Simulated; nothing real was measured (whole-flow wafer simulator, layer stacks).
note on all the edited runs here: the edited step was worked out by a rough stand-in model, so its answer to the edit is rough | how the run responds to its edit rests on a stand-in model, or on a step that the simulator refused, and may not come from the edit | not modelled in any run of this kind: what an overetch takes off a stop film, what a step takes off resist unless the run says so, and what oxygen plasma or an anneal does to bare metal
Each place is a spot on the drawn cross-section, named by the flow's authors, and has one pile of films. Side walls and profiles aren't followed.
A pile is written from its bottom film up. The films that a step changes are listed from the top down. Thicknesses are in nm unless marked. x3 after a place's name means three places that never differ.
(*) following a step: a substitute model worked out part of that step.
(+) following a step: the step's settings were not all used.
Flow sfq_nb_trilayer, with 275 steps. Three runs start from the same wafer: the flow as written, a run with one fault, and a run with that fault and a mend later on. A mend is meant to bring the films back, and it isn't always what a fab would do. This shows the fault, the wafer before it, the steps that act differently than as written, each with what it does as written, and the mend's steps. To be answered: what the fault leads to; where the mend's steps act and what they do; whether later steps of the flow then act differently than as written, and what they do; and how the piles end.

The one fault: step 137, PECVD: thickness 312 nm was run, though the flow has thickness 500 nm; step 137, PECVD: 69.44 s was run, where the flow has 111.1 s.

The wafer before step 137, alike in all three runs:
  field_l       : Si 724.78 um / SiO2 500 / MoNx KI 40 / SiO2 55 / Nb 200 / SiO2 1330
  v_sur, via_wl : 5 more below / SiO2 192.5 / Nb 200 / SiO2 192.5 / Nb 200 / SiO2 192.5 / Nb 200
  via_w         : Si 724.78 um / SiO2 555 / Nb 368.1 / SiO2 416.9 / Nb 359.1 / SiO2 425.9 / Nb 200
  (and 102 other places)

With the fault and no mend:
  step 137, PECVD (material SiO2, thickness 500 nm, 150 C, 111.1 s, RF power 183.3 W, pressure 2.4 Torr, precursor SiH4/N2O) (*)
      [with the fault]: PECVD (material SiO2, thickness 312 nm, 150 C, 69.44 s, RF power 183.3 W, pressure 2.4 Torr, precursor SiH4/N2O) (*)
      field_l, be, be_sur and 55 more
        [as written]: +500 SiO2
        [with the fault]: +312 SiO2
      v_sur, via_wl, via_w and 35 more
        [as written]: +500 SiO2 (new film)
        [with the fault]: +312 SiO2 (new film)
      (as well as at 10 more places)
  Later steps of the flow acting differently than as written (not shown: 18 more steps that differ only slightly, by at most 2% or 0.5 nm, whichever is larger):
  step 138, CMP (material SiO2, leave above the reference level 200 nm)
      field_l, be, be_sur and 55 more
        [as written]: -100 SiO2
        [with the fault]: nothing
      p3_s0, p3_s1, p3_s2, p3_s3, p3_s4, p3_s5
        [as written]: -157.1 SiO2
        [with the fault]: nothing
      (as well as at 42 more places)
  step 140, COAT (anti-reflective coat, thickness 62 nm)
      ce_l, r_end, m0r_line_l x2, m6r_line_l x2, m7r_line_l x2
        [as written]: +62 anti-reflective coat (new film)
        [with the fault]: +63.5 anti-reflective coat (new film)
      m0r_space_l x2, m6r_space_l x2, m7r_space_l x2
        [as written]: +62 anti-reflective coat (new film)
        [with the fault]: +74.3 anti-reflective coat (new film)
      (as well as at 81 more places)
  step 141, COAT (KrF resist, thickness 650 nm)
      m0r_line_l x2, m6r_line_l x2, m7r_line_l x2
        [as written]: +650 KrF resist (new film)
        [with the fault]: +667.4 KrF resist (new film)
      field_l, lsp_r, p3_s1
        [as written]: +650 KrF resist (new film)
        [with the fault]: +665.5 KrF resist (new film)
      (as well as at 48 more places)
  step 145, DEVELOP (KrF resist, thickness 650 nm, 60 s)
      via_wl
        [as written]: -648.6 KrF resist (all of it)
        [with the fault]: -613.3 KrF resist (all of it)
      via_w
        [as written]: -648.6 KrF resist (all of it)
        [with the fault]: -617.5 KrF resist (all of it)
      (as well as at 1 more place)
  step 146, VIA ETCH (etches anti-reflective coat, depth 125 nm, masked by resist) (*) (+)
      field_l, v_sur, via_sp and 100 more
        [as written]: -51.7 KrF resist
        [with the fault]: -46 KrF resist
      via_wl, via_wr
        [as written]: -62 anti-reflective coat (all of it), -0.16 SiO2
        [with the fault]: -55.2 anti-reflective coat (all of it), -0.14 SiO2
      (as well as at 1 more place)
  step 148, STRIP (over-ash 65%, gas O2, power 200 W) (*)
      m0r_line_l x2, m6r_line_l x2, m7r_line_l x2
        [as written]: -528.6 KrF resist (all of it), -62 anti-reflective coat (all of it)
        [with the fault]: -551.7 KrF resist (all of it), -63.5 anti-reflective coat (all of it)
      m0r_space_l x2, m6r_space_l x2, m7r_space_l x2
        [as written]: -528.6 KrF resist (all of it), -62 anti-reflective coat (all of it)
        [with the fault]: -544.5 KrF resist (all of it), -74.3 anti-reflective coat (all of it)
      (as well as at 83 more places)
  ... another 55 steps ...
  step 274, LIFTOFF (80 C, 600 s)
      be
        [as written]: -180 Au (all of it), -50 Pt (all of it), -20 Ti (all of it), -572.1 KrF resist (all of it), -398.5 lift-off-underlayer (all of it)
        [with the fault]: -180 Au (all of it), -50 Pt (all of it), -20 Ti (all of it), -612.7 KrF resist (all of it), -709.2 lift-off-underlayer (all of it)
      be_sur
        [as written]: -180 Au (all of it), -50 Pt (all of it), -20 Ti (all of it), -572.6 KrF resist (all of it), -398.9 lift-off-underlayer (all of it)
        [with the fault]: -180 Au (all of it), -50 Pt (all of it), -20 Ti (all of it), -586.9 KrF resist (all of it), -367.1 lift-off-underlayer (all of it)
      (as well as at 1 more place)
  The piles end different from the flow's at via_v, be, be_sur and 38 more by more than 2% or 0.5 nm, whichever is larger.
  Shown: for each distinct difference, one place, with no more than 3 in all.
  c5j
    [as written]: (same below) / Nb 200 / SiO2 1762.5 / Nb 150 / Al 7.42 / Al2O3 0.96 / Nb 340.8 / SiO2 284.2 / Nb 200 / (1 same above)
    [with the fault]: (same below) / Nb 200 / SiO2 1674.5 / Nb 150 / Al 7.42 / Al2O3 0.96 / Nb 170 / SiO2 66.4 / Nb 183.3 / SiO2 293.3 / Nb 200 / (1 same above)
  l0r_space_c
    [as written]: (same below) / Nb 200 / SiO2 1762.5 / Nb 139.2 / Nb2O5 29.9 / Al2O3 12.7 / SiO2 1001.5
    [with the fault]: (same below) / Nb 200 / SiO2 1674.5 / Nb 139.2 / Nb2O5 29.9 / Al2O3 12.7 / SiO2 1089.5
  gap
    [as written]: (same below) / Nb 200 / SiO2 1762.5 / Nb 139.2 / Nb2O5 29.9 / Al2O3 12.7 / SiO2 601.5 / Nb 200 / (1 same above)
    [with the fault]: (same below) / Nb 200 / SiO2 1674.5 / Nb 139.2 / Nb2O5 29.9 / Al2O3 12.7 / SiO2 689.5 / Nb 200 / (1 same above)

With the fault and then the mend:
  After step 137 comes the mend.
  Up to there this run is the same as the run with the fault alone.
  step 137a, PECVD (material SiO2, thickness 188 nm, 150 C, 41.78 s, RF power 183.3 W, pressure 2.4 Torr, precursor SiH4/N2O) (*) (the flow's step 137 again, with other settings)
      field_l, v_sur, via_wl and 99 more
        +188 SiO2
      lsp_r, l0_sur, l0v
        +185.1 SiO2
      via_v
        +166.5 SiO2
  Later steps of the flow acting differently than as written (not shown: 14 more steps that differ only slightly, by at most 2% or 0.5 nm, whichever is larger):
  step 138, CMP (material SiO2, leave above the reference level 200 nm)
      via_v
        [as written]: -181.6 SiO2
        [with the mend]: nothing
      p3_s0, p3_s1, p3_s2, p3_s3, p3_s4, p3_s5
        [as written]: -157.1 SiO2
        [with the mend]: -100 SiO2
  When the end is reached, the piles differ only a little from the flow's at the places that both follow, at most by 2% or 0.5 nm, whichever is larger.
